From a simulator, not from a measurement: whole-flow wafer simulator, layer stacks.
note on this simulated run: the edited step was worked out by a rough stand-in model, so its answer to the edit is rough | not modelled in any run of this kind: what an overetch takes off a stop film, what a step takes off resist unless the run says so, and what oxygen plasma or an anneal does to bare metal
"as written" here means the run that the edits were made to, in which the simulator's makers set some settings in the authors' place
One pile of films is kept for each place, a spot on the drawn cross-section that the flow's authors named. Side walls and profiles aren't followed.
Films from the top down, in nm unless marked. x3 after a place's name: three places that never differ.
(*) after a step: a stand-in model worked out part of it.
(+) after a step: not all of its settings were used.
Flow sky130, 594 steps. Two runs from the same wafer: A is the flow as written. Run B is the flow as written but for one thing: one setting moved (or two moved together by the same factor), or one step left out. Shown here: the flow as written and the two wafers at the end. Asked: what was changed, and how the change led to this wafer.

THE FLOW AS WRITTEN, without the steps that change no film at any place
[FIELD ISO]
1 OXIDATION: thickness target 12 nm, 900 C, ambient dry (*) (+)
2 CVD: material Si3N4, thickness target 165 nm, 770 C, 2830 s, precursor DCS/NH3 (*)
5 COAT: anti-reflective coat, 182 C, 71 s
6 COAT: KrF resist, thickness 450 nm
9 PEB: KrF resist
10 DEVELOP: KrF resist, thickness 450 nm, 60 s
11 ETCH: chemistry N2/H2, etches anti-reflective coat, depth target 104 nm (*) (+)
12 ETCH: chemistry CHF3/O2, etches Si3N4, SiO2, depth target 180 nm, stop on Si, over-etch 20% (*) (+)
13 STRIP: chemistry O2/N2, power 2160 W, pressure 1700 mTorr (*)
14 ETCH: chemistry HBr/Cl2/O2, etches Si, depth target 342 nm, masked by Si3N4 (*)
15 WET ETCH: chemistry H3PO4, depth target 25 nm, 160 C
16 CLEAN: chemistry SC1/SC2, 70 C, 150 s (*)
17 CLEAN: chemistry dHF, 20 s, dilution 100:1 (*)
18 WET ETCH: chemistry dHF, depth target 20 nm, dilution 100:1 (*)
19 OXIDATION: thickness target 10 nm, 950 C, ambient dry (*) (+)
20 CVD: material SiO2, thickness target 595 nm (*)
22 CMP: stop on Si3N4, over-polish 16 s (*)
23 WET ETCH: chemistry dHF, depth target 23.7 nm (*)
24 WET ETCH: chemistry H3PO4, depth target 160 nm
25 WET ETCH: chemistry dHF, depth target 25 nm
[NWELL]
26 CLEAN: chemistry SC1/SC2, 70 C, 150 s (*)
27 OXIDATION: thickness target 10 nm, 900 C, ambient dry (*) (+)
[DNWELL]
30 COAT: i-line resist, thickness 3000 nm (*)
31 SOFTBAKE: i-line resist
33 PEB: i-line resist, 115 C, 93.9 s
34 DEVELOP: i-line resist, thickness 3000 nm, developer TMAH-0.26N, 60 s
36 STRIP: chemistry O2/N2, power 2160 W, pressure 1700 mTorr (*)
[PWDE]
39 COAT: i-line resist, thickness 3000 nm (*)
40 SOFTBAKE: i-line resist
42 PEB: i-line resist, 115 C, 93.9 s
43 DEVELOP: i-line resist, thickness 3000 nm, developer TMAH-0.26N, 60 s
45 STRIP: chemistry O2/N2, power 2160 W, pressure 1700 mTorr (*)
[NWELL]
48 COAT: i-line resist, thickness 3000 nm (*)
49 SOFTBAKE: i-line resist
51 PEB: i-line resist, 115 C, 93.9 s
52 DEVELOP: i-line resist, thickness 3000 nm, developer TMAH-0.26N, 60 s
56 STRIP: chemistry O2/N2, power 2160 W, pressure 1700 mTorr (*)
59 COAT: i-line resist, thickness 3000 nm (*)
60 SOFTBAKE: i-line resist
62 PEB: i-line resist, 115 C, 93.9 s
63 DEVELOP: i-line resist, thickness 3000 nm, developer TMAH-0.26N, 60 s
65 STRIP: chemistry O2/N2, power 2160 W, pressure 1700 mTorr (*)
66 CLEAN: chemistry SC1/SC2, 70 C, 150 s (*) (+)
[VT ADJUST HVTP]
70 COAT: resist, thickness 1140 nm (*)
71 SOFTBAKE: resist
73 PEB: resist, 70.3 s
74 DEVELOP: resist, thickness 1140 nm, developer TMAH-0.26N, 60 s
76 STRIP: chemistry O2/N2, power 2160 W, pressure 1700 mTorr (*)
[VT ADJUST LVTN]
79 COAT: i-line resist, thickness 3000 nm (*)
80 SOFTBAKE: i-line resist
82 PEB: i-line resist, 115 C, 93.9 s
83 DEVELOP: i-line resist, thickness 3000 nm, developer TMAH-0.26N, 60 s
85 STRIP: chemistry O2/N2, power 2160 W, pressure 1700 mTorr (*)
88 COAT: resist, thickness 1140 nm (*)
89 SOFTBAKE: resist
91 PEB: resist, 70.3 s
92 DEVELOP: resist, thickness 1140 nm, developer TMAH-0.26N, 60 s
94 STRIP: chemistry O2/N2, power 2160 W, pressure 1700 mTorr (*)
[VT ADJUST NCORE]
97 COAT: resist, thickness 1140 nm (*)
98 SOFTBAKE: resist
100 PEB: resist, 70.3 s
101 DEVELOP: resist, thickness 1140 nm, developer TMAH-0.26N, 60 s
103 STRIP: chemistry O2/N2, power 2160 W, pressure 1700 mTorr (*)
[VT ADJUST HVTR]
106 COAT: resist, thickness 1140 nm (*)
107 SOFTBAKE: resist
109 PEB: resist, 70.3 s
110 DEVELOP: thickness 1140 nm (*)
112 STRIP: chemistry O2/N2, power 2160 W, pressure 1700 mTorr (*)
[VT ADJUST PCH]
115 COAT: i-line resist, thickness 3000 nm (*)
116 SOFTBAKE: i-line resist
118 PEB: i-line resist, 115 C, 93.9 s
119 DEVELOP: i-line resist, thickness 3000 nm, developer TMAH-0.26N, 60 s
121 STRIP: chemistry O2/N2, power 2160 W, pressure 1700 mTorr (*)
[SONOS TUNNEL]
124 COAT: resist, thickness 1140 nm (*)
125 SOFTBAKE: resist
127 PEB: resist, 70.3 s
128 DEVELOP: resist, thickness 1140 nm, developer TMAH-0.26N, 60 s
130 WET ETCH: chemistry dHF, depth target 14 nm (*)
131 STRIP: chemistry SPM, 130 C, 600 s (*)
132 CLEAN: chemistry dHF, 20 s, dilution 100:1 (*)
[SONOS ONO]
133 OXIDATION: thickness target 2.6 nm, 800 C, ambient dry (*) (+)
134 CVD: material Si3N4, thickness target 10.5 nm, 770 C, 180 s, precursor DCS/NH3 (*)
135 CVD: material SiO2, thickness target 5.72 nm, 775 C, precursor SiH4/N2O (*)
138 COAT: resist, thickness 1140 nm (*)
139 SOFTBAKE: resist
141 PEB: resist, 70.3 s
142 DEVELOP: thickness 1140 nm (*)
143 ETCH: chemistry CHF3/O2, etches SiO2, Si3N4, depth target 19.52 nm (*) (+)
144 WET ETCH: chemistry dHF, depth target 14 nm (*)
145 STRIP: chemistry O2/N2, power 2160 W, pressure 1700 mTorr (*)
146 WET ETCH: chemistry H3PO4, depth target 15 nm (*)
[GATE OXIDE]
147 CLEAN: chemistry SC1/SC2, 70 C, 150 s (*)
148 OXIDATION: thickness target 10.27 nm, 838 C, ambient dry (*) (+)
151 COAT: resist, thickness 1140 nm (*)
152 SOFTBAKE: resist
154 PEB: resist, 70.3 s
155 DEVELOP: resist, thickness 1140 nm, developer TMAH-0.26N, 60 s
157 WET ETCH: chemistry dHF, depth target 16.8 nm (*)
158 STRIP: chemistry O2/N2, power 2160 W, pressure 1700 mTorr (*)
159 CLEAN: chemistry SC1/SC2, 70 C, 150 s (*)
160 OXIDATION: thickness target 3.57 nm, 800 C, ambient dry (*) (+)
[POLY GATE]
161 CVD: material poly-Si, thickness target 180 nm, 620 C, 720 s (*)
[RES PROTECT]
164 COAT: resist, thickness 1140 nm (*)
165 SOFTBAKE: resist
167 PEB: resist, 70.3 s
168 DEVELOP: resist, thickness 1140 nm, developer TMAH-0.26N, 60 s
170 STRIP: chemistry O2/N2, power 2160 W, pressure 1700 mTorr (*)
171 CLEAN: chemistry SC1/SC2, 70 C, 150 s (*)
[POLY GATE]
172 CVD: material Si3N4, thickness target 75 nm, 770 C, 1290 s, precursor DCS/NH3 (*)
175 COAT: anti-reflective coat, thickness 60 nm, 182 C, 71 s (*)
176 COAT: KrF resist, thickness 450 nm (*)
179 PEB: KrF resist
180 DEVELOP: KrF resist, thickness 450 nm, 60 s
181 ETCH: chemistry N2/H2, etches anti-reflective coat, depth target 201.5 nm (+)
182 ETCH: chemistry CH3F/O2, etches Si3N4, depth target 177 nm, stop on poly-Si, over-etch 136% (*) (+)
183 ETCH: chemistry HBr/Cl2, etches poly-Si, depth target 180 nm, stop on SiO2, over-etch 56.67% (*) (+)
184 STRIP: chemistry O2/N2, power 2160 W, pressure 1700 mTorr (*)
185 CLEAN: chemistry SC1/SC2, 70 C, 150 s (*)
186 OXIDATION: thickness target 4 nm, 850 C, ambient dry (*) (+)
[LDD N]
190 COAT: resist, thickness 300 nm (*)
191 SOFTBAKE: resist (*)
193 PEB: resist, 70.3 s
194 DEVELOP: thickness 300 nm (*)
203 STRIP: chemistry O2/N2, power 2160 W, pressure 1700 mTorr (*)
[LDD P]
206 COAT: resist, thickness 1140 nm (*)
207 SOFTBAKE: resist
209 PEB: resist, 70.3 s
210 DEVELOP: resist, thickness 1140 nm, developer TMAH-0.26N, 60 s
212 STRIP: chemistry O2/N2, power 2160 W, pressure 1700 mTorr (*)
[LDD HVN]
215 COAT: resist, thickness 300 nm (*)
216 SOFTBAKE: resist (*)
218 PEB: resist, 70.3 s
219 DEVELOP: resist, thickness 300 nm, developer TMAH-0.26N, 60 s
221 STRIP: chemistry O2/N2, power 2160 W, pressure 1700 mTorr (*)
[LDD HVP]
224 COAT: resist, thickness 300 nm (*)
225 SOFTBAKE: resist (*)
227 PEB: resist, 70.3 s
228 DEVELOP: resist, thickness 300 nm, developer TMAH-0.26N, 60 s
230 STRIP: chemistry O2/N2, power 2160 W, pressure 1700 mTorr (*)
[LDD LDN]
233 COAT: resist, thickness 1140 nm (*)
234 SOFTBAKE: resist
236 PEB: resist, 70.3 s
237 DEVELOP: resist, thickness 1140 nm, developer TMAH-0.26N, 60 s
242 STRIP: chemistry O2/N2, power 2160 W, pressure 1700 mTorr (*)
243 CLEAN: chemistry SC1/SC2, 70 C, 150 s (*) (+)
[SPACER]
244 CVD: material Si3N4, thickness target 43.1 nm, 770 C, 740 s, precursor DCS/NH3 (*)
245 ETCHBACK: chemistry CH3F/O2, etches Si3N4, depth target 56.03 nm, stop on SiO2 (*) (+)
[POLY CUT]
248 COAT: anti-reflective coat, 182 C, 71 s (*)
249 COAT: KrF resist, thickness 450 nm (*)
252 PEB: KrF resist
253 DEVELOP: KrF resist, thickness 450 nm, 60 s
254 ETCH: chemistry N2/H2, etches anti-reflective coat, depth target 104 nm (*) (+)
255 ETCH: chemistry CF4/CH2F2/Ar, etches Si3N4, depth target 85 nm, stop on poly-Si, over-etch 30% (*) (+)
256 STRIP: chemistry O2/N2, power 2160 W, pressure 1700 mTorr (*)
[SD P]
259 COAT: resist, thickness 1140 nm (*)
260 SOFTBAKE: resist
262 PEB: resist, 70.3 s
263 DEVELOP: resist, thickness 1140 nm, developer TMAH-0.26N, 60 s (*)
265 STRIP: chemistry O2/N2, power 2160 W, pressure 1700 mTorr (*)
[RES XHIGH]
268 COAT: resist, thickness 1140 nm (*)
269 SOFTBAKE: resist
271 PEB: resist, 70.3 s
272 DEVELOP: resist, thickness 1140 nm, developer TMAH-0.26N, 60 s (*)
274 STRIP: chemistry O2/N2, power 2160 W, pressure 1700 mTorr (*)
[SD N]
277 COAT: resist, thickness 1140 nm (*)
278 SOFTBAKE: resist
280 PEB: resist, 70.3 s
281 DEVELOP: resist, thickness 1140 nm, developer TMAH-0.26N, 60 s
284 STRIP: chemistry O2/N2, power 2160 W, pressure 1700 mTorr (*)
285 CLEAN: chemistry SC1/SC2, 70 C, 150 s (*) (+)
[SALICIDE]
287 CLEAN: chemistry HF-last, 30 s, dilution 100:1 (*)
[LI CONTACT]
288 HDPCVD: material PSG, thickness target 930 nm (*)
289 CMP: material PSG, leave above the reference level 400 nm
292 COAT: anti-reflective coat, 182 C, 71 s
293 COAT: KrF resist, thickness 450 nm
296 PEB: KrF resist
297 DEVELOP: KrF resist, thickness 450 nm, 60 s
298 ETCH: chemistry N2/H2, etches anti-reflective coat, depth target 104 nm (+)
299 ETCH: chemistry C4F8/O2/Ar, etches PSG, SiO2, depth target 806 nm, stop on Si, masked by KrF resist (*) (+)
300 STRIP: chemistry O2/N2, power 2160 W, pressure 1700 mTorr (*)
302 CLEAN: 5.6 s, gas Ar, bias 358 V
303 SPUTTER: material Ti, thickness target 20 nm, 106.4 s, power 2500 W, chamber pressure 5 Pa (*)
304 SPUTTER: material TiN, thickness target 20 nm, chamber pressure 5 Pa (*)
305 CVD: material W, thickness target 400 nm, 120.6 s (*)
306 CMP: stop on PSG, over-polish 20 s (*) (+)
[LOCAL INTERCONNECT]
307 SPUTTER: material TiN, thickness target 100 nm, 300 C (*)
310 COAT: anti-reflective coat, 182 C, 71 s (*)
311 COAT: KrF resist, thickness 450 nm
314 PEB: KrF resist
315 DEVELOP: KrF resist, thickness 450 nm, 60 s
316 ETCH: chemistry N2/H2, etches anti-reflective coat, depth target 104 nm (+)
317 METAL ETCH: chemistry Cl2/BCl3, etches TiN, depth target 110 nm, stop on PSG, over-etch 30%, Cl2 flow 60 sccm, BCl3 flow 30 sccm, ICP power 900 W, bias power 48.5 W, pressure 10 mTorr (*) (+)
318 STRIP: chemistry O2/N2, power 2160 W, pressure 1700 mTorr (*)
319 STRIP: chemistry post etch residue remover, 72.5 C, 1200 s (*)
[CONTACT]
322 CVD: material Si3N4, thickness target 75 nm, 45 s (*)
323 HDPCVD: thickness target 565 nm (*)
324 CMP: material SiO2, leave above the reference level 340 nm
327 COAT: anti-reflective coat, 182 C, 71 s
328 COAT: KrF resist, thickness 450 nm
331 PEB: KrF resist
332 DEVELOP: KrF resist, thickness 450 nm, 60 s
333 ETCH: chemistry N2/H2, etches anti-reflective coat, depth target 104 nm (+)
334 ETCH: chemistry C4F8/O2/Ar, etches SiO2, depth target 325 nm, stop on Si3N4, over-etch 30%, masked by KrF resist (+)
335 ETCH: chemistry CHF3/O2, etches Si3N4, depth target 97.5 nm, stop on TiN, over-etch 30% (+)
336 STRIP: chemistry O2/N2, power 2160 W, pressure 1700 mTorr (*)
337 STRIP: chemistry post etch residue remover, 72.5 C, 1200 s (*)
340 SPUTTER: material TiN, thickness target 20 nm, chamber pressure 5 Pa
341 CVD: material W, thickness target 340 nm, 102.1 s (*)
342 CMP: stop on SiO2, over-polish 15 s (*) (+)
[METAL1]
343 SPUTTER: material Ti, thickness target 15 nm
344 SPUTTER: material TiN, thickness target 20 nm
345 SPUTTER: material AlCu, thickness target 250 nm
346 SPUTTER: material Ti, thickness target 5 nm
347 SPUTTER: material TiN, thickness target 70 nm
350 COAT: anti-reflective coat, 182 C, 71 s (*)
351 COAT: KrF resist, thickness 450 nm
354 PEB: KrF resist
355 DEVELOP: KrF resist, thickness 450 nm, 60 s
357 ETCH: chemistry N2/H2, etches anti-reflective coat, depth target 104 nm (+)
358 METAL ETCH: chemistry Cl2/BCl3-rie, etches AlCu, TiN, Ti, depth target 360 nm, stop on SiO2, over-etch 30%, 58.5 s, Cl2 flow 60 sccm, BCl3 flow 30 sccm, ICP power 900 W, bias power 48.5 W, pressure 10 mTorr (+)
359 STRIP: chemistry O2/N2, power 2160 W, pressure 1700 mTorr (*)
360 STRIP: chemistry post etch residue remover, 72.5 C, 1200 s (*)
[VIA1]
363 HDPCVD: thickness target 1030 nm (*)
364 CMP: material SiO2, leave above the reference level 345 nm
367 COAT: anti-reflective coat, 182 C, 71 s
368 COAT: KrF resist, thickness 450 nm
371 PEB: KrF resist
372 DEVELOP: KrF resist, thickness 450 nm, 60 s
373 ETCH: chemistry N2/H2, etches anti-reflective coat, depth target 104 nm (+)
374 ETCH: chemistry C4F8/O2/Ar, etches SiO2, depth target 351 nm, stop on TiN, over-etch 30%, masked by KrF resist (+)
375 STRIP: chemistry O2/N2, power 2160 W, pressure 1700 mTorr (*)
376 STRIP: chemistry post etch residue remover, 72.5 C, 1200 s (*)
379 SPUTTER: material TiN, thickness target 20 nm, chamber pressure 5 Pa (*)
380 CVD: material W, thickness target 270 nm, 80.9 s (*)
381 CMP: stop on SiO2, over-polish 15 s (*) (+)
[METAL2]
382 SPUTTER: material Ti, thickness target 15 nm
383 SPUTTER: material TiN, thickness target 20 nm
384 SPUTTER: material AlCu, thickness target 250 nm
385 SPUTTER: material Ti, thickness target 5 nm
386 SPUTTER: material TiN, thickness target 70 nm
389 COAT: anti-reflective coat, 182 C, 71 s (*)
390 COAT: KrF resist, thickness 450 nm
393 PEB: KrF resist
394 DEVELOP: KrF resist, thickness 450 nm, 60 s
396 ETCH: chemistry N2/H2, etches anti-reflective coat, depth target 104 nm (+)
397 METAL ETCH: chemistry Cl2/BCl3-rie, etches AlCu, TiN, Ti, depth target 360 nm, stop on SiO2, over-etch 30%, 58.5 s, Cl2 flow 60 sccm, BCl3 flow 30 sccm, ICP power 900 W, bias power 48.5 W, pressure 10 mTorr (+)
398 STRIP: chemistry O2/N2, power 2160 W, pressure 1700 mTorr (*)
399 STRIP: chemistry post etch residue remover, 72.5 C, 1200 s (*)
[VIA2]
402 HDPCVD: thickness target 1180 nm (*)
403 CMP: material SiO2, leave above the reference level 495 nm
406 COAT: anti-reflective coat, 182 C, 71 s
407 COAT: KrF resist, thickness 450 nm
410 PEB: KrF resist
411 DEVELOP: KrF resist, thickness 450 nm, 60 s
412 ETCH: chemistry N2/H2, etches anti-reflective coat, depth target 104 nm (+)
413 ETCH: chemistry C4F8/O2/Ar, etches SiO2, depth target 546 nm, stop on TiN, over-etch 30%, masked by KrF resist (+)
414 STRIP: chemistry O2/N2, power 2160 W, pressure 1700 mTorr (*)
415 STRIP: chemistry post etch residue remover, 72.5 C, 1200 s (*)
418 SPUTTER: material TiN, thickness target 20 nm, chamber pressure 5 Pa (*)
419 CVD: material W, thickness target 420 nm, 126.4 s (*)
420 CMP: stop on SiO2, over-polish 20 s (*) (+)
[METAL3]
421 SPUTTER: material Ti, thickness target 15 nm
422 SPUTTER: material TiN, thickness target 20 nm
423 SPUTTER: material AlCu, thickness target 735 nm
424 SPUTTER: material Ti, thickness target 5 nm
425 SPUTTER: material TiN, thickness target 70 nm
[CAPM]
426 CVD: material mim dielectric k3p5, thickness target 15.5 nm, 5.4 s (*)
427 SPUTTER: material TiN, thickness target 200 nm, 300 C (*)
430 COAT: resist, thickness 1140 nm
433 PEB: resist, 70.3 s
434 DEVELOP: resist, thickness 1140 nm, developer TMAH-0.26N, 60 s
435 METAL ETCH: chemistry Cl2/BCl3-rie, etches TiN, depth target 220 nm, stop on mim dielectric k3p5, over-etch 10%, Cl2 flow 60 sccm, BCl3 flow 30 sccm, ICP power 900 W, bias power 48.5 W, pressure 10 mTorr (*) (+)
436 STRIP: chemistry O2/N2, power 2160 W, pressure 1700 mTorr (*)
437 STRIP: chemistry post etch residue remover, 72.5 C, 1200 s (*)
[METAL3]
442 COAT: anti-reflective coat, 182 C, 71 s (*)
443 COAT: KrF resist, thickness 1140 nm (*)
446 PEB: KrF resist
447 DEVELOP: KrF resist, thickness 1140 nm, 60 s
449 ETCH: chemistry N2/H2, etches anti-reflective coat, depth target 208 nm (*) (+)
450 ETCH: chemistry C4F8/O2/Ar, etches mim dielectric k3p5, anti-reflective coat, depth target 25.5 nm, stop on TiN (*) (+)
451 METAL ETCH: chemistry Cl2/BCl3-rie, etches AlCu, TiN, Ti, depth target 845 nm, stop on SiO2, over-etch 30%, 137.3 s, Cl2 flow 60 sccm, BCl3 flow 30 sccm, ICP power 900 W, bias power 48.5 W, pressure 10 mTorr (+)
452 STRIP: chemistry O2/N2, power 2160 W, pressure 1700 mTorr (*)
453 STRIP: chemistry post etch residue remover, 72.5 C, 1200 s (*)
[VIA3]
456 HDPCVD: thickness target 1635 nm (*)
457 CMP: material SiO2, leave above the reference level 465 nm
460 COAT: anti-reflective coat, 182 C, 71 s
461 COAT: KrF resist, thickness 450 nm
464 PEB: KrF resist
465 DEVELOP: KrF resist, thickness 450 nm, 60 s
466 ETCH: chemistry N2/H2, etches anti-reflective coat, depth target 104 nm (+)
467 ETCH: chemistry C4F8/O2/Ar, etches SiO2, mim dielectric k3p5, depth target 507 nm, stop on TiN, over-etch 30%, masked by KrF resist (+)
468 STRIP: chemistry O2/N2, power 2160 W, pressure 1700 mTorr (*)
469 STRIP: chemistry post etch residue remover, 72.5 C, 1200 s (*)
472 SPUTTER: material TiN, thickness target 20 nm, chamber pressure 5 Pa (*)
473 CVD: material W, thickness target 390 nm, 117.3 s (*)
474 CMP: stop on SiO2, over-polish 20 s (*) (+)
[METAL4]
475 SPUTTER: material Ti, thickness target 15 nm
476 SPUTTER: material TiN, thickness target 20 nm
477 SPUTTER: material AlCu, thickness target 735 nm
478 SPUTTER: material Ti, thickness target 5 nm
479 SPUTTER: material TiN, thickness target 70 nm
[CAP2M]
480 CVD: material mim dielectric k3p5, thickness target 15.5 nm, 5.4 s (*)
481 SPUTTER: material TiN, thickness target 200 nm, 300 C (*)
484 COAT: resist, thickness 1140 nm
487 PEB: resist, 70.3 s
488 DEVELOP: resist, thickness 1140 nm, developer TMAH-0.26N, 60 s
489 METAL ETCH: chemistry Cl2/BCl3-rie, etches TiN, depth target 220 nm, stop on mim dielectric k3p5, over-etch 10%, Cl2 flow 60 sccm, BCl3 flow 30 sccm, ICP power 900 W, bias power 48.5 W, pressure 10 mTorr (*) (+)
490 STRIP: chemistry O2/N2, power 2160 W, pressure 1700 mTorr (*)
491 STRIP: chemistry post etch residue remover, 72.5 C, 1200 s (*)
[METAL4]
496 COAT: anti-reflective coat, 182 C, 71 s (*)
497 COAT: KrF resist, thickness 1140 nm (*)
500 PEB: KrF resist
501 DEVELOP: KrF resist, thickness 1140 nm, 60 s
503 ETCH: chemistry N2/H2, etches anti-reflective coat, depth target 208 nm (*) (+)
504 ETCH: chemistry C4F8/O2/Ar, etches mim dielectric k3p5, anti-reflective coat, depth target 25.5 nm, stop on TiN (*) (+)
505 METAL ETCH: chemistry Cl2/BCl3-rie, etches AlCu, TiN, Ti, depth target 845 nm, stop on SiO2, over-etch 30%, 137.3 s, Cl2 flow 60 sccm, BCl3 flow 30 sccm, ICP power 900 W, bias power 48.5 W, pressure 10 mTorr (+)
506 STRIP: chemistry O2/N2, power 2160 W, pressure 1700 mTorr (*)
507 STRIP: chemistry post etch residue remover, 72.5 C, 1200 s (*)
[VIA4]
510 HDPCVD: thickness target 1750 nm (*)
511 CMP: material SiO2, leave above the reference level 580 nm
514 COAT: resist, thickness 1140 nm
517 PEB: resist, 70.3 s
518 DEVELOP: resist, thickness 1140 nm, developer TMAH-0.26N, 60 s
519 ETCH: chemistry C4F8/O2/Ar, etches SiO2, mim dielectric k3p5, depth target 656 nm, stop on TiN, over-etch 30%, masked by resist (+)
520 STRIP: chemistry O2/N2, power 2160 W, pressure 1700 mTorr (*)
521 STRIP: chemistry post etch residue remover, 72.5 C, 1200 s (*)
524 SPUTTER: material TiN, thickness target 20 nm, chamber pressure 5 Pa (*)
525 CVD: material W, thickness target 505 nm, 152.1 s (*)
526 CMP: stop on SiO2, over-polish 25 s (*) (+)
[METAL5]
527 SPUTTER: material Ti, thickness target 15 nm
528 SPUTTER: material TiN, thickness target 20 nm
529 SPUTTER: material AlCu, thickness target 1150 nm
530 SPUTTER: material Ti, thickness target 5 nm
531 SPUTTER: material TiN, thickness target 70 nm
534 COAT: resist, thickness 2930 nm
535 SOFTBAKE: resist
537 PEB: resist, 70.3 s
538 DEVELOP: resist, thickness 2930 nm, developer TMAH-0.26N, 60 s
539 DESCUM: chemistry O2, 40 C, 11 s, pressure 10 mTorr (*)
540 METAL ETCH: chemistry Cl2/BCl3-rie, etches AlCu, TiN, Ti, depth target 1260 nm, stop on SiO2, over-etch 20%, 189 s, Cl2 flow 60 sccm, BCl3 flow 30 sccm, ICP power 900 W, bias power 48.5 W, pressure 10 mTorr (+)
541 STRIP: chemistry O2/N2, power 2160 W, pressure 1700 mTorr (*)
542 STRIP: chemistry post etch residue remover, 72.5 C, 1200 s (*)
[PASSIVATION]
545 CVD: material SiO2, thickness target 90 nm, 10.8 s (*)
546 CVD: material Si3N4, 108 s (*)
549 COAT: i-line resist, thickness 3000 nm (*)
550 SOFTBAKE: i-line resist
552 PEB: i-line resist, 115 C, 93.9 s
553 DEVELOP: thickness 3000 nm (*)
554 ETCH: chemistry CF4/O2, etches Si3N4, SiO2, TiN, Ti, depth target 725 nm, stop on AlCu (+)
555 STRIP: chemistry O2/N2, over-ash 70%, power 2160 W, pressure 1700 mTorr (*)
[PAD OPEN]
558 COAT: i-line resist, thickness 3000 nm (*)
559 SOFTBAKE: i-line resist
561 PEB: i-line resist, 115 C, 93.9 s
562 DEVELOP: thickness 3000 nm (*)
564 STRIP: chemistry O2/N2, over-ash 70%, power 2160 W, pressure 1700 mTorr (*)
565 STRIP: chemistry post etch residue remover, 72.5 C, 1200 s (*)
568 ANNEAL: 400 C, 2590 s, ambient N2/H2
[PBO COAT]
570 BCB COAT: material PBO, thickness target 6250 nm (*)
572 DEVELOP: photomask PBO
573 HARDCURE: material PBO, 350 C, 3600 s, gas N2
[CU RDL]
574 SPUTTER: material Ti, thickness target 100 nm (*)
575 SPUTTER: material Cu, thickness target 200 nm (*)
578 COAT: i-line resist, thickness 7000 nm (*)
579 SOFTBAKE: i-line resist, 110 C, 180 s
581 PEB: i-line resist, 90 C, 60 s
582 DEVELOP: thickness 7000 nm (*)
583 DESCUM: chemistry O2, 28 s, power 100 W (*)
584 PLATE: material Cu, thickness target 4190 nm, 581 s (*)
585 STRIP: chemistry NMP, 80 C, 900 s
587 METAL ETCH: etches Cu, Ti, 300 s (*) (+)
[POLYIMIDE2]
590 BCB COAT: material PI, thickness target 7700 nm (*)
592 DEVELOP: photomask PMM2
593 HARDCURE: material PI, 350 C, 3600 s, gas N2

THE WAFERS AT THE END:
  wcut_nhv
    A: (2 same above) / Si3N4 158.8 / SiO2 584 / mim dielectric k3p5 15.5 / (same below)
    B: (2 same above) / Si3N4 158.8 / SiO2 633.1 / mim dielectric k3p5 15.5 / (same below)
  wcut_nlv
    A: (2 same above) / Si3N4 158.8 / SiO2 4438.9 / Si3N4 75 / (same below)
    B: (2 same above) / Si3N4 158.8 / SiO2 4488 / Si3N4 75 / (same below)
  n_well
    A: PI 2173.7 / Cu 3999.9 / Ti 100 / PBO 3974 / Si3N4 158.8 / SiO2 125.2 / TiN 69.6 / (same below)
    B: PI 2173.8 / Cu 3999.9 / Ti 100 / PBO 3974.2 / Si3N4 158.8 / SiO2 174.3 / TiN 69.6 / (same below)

The cause: step 545, CVD: thickness target 126 nm was run, where the flow has thickness target 90 nm; step 545, CVD: 15.1 s was run, where the flow has 10.8 s.

How the change led to this, step by step:
  545 CVD: material SiO2, thickness target 90 nm, 10.8 s (*)
      field, active, gate and 175 more: A SiO2 +125.2 | B SiO2 +174.3
      n_well, p_well, sd_n and 12 more: A SiO2 +125.2 (new film) | B SiO2 +174.3 (new film)
  550 SOFTBAKE: i-line resist
      gate_p_lvt, iso_guard_hv_nw: A i-line resist +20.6 | B i-line resist +22
      active: A i-line resist +12 | B i-line resist +13.1
      (and at 56 more places)
  554 ETCH: chemistry CF4/O2, etches Si3N4, SiO2, TiN, Ti, depth target 725 nm, stop on AlCu (+)
      field, active, n_well and 189 more: A i-line resist -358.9 | B i-line resist -408
      pad: A Si3N4 -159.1 (all of it), SiO2 -125.2 (all of it), TiN -69.6 (all of it), Ti -5 (all of it) | B Si3N4 -159.1 (all of it), SiO2 -174.3 (all of it), TiN -69.6 (all of it), Ti -5 (all of it)
  555 STRIP: chemistry O2/N2, over-ash 70%, power 2160 W, pressure 1700 mTorr (*)
      n_well, p_well, sd_n, sd_p: A i-line resist -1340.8 (all of it) | B i-line resist -1291.7 (all of it)
      m1: A i-line resist -1364.1 (all of it) | B i-line resist -1316.8 (all of it)
      (and at 8 more places)
  558 COAT: i-line resist, thickness 3000 nm (*)
      pad: A i-line resist +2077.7 (new film) | B i-line resist +2127.1 (new film)
  559 SOFTBAKE: i-line resist
      gate_p_lvt, iso_guard_hv_nw: A i-line resist +20.6 | B i-line resist +22
      field: A i-line resist +12.5 | B i-line resist +13.7
      (and at 63 more places)
  561 PEB: i-line resist, 115 C, 93.9 s
      pad: A i-line resist -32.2 | B i-line resist -33
  562 DEVELOP: thickness 3000 nm (*)
      pad: A i-line resist -2045.5 (all of it) | B i-line resist -2094 (all of it)
  578 COAT: i-line resist, thickness 7000 nm (*)
      pad: A i-line resist +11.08 um (new film) | B i-line resist +11.13 um (new film)
  579 SOFTBAKE: i-line resist, 110 C, 180 s
      ndiff_licon_rim, ndiff_licon: A i-line resist -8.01 | B i-line resist -8.7
      rpo_hd_licon, mim2: A i-line resist -14.9 | B i-line resist -15.6
      (and at 25 more places)
  582 DEVELOP: thickness 7000 nm (*)
      pad: A i-line resist -11.08 um (all of it) | B i-line resist -11.13 um (all of it)
